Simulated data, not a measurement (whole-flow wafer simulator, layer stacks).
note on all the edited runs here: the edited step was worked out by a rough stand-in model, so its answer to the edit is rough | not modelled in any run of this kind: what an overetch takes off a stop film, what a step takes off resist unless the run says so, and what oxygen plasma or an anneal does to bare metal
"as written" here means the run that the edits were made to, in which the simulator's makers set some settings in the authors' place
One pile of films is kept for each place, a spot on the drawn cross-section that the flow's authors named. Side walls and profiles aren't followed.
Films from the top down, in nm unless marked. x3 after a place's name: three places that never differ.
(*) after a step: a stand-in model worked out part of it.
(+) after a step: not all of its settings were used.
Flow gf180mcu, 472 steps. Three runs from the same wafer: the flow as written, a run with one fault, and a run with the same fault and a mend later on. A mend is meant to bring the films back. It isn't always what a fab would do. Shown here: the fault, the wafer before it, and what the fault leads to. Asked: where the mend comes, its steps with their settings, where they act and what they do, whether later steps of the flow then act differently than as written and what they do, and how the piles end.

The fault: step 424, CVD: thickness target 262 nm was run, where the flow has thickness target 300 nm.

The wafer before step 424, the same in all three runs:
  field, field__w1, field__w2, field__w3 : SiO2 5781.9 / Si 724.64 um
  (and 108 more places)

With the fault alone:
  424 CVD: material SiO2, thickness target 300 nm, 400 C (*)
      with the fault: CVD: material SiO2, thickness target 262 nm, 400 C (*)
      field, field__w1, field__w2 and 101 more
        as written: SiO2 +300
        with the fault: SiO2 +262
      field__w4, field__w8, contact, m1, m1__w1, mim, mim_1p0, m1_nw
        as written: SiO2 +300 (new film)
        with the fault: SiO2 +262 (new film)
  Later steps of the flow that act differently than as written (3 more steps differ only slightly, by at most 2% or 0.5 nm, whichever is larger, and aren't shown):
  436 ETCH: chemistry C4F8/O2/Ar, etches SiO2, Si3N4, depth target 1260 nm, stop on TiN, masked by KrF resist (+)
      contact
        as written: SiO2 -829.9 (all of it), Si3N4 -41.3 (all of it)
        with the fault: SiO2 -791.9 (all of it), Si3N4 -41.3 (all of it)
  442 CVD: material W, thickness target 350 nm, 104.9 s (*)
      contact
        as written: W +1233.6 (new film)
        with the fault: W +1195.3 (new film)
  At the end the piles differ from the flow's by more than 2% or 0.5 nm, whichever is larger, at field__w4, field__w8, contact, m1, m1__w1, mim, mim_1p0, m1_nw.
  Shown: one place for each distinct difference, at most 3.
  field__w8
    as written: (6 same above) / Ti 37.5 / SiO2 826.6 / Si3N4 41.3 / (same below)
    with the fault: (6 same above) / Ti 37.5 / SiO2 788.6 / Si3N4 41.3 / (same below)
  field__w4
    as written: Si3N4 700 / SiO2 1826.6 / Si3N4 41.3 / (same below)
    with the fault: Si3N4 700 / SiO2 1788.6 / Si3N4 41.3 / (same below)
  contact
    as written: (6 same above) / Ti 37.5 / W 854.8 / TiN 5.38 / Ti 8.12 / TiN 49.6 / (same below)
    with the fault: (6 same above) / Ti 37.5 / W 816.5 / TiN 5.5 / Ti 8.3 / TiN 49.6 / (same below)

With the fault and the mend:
  The mend comes after step 424.
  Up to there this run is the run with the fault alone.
  424a CVD: material SiO2, thickness target 38 nm, 400 C (*) (the flow's step 424 once more, with other settings)
      field, field__w1, field__w2 and 109 more
        SiO2 +38
  No later step of the flow acts differently than as written at any place that is followed.
  At the end the piles are the same as the flow's at every place that both follow.
